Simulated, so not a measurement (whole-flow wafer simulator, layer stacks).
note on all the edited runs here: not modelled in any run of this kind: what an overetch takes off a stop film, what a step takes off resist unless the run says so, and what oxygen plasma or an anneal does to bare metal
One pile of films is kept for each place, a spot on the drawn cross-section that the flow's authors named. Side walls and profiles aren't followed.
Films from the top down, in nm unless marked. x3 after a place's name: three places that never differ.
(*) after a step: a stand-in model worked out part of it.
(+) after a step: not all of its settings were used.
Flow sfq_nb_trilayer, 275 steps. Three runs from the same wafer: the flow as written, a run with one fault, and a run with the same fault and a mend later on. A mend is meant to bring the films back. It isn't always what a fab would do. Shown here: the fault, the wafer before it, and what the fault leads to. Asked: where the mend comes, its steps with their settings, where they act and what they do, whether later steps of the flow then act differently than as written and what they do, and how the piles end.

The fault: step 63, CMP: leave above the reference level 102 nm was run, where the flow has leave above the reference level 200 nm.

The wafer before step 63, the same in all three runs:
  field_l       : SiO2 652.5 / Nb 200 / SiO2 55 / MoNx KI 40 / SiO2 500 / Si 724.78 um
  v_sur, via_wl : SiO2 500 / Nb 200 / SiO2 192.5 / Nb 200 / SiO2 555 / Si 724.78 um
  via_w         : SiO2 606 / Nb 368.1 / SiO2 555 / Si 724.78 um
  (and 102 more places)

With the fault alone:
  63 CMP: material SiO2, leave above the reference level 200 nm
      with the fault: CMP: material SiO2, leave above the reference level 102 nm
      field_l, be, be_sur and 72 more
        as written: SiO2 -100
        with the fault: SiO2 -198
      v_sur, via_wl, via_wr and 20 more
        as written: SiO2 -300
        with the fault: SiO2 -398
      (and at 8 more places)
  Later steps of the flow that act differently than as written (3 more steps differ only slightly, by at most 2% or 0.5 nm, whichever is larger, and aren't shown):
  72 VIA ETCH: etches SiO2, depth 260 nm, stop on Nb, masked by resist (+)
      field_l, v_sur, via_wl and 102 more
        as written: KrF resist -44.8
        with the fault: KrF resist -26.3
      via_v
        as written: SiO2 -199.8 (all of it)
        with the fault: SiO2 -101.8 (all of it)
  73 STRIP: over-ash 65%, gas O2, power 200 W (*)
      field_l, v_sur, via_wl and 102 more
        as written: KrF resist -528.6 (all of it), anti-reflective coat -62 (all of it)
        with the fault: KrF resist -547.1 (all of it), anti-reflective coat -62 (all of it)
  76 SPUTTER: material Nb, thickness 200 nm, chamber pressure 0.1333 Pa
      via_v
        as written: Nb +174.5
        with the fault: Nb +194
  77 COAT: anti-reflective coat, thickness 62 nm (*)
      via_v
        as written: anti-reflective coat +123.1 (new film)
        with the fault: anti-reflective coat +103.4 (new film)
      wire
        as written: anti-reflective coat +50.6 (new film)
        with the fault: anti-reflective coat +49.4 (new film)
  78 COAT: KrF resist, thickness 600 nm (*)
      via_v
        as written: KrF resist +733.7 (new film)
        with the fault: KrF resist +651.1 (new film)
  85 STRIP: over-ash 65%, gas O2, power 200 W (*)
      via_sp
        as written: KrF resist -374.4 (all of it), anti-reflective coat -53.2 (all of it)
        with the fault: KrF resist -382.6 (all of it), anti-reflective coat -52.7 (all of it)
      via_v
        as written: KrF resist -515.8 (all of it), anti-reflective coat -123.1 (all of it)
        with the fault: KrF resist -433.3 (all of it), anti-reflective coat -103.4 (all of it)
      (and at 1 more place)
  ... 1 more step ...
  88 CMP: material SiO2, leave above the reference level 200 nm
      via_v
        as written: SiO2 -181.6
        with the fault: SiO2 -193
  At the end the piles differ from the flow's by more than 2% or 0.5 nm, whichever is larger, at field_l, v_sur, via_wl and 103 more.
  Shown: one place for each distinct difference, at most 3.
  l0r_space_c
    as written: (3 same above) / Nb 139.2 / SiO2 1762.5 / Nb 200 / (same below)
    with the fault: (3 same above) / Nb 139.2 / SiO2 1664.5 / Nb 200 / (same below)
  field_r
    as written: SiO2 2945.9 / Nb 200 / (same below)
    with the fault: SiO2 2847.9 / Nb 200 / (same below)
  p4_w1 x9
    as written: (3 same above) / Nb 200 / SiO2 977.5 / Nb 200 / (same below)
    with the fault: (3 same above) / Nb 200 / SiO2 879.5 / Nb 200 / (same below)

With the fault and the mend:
  The mend comes after step 64.
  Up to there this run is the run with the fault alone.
  64a PECVD: material SiO2, thickness 98 nm, 150 C, 21.78 s, RF power 183.3 W, pressure 2.4 Torr, precursor SiH4/N2O (the flow's step 62 once more, with other settings)
      field_l, v_sur, via_wl and 103 more
        SiO2 +98
  No later step of the flow acts differently than as written at any place that is followed.
  At the end the piles are the same as the flow's at every place that both follow.
